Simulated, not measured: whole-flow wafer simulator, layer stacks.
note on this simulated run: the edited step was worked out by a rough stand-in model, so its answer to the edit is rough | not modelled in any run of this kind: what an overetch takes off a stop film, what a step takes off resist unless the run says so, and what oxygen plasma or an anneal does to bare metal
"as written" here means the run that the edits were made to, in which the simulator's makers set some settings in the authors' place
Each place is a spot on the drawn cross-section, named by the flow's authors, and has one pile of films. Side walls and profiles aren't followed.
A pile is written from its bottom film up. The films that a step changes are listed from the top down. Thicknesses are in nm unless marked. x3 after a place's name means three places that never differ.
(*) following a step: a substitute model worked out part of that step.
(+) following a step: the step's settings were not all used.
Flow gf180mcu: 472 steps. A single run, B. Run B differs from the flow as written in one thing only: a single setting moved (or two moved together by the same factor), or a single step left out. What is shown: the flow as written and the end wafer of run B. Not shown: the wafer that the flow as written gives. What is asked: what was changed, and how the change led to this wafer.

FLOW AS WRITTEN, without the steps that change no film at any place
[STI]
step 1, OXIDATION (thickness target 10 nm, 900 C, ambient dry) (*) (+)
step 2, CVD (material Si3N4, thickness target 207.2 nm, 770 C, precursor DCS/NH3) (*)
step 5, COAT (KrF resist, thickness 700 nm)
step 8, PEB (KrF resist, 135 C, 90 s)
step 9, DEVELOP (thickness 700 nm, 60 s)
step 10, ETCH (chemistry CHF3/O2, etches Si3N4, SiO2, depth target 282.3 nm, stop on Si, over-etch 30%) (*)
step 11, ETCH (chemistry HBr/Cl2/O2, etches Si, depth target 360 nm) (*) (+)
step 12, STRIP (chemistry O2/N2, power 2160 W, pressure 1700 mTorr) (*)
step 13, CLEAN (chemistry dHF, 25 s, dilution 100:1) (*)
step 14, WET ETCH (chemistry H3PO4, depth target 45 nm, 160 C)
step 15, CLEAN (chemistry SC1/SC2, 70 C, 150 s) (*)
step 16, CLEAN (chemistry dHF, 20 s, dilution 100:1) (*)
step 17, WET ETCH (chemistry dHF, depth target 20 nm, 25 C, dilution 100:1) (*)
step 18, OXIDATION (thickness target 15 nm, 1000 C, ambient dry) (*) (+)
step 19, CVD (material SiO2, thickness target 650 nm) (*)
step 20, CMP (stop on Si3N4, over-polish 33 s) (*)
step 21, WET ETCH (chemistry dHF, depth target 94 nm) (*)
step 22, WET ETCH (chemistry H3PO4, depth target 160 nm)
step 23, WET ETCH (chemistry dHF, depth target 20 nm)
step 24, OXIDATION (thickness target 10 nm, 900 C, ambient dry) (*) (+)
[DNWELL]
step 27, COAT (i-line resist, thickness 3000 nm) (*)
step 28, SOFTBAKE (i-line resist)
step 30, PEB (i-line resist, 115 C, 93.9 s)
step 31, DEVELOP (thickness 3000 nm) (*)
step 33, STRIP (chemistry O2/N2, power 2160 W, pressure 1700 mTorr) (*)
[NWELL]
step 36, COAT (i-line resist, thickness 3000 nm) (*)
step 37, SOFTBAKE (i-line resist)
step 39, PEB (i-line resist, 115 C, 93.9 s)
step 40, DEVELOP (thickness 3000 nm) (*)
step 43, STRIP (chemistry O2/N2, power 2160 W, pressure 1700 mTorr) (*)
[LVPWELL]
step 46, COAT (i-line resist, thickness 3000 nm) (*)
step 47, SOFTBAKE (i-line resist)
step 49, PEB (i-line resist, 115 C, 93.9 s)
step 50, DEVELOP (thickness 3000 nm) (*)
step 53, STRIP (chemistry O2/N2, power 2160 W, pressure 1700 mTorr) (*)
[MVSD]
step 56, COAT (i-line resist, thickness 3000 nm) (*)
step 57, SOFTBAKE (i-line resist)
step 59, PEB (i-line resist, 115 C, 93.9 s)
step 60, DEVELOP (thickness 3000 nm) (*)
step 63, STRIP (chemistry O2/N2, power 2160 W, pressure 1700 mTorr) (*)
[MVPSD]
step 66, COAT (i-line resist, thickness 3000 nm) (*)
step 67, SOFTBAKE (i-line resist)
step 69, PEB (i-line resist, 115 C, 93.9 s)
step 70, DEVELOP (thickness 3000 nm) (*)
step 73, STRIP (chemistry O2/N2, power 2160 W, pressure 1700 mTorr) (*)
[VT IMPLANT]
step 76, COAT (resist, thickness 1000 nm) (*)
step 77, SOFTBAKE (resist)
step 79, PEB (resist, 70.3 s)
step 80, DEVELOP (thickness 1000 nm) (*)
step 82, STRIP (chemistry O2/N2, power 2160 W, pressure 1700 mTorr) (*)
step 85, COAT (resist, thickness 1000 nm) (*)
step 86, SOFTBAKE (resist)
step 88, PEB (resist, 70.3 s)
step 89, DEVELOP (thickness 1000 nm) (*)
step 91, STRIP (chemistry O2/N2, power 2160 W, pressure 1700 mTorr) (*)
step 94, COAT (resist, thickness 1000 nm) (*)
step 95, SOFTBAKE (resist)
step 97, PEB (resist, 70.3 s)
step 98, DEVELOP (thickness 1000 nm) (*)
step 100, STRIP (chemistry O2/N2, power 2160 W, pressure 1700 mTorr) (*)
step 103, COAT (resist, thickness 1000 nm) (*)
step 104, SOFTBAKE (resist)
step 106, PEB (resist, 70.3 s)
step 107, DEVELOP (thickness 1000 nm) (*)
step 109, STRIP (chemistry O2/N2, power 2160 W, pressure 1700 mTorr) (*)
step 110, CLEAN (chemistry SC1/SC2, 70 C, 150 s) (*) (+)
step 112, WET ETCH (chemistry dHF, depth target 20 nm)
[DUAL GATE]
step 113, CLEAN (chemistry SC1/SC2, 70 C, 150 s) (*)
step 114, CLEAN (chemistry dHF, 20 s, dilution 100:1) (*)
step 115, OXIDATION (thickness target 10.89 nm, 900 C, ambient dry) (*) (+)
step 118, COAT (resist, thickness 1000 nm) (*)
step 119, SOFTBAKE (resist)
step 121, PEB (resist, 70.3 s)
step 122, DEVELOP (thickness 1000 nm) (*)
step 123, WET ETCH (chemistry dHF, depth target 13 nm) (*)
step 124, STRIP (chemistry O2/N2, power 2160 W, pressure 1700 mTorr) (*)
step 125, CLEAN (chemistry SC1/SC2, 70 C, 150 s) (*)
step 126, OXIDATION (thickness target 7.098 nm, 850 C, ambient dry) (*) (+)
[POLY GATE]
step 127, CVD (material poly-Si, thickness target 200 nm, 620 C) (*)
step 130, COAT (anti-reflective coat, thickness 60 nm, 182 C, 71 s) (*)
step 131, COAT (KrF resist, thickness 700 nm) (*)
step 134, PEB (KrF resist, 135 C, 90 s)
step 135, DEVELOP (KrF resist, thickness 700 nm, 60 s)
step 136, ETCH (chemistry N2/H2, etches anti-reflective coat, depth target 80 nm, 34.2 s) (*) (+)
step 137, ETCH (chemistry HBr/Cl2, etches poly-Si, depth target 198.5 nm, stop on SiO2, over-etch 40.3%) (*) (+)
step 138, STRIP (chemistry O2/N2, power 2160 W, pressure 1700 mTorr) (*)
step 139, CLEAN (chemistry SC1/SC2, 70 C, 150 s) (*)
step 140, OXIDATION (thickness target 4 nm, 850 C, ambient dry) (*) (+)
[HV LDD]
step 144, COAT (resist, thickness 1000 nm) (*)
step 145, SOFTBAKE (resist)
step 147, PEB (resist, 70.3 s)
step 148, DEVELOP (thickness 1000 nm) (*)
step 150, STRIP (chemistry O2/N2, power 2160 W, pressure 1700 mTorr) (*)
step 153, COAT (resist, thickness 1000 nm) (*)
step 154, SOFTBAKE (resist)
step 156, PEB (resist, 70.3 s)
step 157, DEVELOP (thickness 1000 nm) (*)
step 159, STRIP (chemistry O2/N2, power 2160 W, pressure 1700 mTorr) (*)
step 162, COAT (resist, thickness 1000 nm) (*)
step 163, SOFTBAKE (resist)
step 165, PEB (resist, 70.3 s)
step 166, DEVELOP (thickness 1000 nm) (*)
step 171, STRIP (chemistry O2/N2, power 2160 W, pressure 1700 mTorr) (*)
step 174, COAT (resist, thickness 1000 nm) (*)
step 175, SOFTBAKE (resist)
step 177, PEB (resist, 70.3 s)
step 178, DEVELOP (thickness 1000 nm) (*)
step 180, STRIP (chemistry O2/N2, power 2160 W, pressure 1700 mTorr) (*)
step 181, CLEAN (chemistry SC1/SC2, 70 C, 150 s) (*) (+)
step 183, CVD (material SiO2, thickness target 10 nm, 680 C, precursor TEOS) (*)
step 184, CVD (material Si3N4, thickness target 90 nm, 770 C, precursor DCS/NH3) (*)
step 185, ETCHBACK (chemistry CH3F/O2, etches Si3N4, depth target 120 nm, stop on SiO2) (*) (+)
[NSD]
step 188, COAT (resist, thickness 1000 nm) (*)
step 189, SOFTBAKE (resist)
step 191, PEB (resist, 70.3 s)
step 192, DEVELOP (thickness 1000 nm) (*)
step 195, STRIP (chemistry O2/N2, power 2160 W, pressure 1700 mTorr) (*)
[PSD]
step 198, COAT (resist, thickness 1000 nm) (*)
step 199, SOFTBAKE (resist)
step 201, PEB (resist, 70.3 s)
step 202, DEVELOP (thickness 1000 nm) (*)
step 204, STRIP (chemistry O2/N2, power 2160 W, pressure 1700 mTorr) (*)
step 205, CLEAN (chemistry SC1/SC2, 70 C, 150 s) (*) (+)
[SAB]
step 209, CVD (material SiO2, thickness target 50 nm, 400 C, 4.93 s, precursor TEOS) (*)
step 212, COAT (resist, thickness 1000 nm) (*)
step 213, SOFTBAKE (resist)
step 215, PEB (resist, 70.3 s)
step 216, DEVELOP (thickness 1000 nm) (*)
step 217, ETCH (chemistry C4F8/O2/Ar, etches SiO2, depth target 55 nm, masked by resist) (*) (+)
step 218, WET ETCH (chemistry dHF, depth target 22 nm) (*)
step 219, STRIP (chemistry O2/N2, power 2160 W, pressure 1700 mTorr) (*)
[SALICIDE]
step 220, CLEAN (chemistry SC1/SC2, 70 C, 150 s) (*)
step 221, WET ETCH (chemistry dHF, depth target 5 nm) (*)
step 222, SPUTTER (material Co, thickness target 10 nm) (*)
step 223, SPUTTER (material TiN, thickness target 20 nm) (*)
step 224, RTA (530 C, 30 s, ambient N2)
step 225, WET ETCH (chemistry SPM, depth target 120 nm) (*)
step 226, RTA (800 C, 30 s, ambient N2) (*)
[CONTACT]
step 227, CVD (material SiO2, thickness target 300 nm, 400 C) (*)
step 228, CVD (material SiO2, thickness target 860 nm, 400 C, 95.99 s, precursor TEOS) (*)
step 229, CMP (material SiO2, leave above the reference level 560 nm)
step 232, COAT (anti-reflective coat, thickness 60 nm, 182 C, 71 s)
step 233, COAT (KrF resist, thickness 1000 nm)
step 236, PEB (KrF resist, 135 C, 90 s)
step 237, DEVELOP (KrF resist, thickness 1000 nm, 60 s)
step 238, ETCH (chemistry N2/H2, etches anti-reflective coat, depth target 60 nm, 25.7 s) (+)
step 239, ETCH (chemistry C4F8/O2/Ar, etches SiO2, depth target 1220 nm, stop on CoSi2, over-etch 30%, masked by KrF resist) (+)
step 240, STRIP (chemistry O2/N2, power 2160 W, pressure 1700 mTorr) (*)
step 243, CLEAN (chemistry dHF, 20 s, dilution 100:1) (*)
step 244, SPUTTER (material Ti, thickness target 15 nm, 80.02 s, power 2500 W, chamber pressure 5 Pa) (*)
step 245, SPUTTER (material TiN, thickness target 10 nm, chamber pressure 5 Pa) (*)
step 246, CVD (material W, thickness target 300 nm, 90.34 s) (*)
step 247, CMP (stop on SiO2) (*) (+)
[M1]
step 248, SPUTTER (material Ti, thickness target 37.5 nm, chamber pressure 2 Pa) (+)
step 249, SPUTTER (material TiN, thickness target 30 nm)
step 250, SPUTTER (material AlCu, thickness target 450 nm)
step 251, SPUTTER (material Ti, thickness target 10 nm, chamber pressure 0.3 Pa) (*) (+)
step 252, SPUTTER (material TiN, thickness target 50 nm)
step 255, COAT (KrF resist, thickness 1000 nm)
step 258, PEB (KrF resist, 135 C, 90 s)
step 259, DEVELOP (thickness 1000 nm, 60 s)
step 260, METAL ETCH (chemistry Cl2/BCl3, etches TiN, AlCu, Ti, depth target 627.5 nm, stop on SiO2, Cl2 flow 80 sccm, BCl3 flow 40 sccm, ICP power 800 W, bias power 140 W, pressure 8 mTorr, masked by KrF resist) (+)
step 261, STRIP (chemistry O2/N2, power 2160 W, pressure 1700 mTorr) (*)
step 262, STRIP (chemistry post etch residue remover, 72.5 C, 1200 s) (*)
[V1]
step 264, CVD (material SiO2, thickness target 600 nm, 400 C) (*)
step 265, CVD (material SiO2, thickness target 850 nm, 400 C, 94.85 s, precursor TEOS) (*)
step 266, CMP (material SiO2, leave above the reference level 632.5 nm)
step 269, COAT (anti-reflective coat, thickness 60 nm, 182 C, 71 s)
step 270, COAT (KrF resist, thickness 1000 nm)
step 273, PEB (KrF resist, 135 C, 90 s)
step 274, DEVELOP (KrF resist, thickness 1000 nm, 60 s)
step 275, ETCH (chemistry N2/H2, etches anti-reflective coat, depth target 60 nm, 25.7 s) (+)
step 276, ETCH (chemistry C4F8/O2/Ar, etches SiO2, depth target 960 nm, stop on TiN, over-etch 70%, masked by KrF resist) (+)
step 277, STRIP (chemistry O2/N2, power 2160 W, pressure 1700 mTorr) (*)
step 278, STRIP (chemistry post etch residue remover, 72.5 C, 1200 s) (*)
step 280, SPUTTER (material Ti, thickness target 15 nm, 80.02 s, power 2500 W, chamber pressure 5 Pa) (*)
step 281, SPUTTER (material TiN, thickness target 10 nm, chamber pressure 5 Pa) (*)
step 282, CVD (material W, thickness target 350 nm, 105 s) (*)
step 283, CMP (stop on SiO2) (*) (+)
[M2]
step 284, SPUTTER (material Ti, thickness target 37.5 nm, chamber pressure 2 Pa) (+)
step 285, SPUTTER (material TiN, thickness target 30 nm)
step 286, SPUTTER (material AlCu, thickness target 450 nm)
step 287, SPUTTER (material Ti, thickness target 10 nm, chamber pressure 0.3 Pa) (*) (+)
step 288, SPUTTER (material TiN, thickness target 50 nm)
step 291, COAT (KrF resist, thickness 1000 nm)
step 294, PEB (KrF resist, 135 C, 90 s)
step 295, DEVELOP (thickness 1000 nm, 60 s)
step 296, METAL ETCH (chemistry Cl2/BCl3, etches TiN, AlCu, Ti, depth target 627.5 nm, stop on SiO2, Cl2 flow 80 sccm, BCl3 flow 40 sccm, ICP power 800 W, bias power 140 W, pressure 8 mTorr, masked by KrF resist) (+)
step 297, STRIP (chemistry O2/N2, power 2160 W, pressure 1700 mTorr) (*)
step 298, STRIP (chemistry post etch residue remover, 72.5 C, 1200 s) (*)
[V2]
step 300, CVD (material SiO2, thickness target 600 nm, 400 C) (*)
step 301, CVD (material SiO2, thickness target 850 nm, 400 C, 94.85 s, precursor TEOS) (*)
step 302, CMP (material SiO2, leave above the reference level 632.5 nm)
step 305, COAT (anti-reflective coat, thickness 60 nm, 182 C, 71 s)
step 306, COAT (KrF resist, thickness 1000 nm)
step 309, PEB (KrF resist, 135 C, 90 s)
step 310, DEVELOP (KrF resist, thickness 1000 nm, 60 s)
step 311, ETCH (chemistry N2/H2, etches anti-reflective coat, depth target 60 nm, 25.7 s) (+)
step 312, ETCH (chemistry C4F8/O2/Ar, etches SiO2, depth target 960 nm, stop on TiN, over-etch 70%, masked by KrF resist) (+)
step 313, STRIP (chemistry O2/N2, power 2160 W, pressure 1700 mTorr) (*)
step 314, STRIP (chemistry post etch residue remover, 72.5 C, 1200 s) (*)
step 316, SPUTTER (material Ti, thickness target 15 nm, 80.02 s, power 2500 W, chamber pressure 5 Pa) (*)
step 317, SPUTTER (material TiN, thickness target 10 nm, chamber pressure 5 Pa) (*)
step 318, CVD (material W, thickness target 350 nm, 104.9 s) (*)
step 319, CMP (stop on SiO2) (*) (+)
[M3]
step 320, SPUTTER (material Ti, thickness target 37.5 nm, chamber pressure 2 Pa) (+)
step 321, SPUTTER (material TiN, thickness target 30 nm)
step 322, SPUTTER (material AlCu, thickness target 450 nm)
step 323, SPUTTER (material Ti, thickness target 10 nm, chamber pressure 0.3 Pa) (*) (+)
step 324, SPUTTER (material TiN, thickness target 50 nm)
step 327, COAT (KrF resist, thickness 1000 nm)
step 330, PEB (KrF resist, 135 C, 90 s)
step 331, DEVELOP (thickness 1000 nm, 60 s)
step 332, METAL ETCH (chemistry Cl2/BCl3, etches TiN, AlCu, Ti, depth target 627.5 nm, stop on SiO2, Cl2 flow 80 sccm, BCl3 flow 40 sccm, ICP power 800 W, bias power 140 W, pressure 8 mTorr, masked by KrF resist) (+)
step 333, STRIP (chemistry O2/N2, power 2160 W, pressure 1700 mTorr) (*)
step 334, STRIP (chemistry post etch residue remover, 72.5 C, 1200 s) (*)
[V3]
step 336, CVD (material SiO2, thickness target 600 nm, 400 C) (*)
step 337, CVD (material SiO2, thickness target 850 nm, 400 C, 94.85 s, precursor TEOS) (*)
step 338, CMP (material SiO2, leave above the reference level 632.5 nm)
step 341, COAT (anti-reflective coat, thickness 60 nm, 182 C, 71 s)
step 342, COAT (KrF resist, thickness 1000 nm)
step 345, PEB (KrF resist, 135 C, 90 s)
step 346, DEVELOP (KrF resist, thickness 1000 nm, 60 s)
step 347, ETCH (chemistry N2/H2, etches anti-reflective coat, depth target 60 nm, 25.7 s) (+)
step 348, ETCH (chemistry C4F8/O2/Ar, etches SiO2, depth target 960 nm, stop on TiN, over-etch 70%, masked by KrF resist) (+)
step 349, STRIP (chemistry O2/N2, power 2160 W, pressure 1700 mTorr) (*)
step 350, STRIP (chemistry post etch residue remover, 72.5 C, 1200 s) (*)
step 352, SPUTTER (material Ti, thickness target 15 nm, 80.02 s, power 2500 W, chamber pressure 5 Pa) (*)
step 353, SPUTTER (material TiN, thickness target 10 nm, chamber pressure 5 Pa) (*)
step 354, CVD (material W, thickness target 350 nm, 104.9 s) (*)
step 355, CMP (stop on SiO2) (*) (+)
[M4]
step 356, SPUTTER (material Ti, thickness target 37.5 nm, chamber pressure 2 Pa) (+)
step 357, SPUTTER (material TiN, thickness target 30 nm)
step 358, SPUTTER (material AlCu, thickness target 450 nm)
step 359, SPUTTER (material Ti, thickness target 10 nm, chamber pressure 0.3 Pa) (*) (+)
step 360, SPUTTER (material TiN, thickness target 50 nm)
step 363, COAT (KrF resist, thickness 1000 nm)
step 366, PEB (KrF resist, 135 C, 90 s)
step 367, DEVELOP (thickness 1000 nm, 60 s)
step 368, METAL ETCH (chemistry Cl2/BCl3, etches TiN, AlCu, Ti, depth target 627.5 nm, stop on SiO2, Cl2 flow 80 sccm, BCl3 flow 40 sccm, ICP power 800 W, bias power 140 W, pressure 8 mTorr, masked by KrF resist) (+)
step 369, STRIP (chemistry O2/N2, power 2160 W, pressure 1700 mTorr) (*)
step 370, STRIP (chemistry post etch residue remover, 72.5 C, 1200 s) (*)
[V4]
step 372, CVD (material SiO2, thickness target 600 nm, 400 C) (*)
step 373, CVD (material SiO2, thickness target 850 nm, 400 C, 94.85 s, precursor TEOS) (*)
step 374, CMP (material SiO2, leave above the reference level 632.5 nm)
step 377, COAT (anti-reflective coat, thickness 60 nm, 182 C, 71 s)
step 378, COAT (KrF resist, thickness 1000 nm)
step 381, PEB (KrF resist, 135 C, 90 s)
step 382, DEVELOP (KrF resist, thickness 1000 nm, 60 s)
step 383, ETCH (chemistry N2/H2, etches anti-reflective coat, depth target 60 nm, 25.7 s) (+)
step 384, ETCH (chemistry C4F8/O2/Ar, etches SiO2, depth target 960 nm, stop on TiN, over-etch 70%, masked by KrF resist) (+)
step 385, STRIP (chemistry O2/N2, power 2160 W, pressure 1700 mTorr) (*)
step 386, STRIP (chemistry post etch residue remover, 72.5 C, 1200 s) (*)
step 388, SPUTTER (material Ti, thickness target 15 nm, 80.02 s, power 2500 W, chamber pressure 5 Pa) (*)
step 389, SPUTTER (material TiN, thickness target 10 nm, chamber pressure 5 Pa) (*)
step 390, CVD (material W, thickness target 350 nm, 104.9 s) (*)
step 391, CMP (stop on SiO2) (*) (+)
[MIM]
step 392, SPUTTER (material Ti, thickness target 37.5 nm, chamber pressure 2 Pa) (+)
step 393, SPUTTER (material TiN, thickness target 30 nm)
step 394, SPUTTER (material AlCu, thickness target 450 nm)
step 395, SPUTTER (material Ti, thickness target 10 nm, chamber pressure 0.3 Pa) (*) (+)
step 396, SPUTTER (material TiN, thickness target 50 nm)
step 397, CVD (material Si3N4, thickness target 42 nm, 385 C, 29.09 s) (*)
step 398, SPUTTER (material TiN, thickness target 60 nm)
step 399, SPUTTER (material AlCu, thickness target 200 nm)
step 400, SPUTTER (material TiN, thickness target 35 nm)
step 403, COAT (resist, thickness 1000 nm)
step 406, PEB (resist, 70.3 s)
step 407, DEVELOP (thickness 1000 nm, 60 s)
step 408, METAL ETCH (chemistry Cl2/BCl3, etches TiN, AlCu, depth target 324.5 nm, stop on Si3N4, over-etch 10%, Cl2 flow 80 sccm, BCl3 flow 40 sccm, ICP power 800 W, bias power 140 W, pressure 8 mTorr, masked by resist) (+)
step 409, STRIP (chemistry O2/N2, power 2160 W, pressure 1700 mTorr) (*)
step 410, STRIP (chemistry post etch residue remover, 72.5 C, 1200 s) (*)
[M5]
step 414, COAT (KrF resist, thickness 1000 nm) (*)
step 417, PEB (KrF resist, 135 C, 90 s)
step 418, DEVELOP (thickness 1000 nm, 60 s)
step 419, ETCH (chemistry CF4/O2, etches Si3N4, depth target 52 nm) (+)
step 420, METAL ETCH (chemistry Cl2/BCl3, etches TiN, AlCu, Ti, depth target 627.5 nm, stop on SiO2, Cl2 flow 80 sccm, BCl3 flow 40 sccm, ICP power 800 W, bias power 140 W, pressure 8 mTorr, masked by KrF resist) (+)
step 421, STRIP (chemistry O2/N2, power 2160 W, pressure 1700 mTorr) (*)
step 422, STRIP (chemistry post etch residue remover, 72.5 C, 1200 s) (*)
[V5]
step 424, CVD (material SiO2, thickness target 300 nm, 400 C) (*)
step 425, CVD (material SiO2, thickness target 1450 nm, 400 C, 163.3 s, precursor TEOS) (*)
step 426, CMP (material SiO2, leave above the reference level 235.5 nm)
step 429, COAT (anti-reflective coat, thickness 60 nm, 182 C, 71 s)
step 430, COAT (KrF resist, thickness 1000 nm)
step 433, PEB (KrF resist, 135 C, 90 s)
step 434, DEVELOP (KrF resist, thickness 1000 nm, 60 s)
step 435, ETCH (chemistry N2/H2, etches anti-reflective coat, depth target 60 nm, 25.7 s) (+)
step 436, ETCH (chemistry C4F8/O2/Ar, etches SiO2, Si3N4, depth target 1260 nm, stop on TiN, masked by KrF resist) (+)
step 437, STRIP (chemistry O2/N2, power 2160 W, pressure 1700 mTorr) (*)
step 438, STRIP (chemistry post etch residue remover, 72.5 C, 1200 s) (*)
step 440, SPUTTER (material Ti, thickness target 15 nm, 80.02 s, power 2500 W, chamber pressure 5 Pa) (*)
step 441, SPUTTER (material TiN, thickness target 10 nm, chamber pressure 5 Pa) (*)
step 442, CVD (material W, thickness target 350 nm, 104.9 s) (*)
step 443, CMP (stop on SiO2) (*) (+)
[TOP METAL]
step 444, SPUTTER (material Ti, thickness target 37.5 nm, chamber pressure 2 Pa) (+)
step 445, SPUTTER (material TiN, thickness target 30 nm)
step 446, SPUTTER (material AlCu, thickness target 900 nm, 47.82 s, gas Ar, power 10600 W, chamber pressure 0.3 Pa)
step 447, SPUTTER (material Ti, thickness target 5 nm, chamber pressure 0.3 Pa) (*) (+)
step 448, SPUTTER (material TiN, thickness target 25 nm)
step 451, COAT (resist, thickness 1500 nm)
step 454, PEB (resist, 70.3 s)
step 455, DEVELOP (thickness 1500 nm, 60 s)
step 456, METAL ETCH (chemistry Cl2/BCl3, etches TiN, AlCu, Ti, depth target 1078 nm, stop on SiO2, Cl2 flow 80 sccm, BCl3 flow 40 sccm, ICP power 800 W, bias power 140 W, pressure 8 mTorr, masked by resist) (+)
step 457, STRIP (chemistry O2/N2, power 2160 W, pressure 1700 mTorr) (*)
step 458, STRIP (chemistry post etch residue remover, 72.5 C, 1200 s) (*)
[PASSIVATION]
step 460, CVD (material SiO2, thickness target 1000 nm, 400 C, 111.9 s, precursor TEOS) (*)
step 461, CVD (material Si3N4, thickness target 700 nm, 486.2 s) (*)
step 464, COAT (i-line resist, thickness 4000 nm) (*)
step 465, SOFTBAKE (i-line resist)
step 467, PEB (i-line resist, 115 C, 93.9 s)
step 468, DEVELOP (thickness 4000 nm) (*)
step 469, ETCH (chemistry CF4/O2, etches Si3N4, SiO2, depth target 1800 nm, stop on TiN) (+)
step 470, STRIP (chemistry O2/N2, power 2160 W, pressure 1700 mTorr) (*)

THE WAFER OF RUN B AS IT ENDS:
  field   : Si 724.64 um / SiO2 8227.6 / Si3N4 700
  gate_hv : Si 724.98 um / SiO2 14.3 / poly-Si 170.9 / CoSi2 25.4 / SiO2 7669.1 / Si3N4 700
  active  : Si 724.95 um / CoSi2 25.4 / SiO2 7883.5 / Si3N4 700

Cause: step 222, SPUTTER: thickness target 7.25 nm was run, while the flow as written has thickness target 10 nm.

How this came from the change, step by step:
  step 222, SPUTTER (material Co, thickness target 10 nm) (*)
      field, field__w7, field__w8 and 71 more: +7.25 Co (new film) (it would be, as written: +10 Co (new film))
      field__w2, mim: +6.27 Co (new film) (it would be, as written: +8.65 Co (new film))
      (also at 35 further places)
  step 224, RTA (530 C, 30 s, ambient N2)
      gate, gate_hv, gate_p and 22 more: under 1 film: +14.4 CoSi (new film), -7.25 Co (all of it), -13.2 poly-Si (it would be, as written: under 1 film: +19.9 CoSi (new film), -10 Co (all of it), -18.2 poly-Si)
      active, p_well, sd_n and 11 more: under 1 film: +14.4 CoSi (new film), -7.25 Co (all of it), -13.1 Si (it would be, as written: under 1 film: +19.9 CoSi (new film), -10 Co (all of it), -18.1 Si)
      (also at 10 further places)
  step 225, WET ETCH (chemistry SPM, depth target 120 nm) (*)
      field, field__w7, field__w8 and 32 more: -20 TiN (all of it), -7.25 Co (all of it) (it would be, as written: -20 TiN (all of it), -10 Co (all of it))
      field__w9, nw_enc_fld_lv__w3: -19.1 TiN (all of it), -6.96 Co (all of it) (it would be, as written: -19.1 TiN (all of it), -9.6 Co (all of it))
      (also at 25 further places)
  step 226, RTA (800 C, 30 s, ambient N2) (*)
      gate, gate_hv, gate_p and 22 more: +25.4 CoSi2 (new film), -14.4 CoSi (all of it), -13.2 poly-Si (it would be, as written: +35 CoSi2 (new film), -19.9 CoSi (all of it), -18.2 poly-Si)
      active, p_well, sd_n and 11 more: +25.4 CoSi2 (new film), -14.4 CoSi (all of it), -13.1 Si (it would be, as written: +35 CoSi2 (new film), -19.9 CoSi (all of it), -18.1 Si)
      (also at 10 further places)
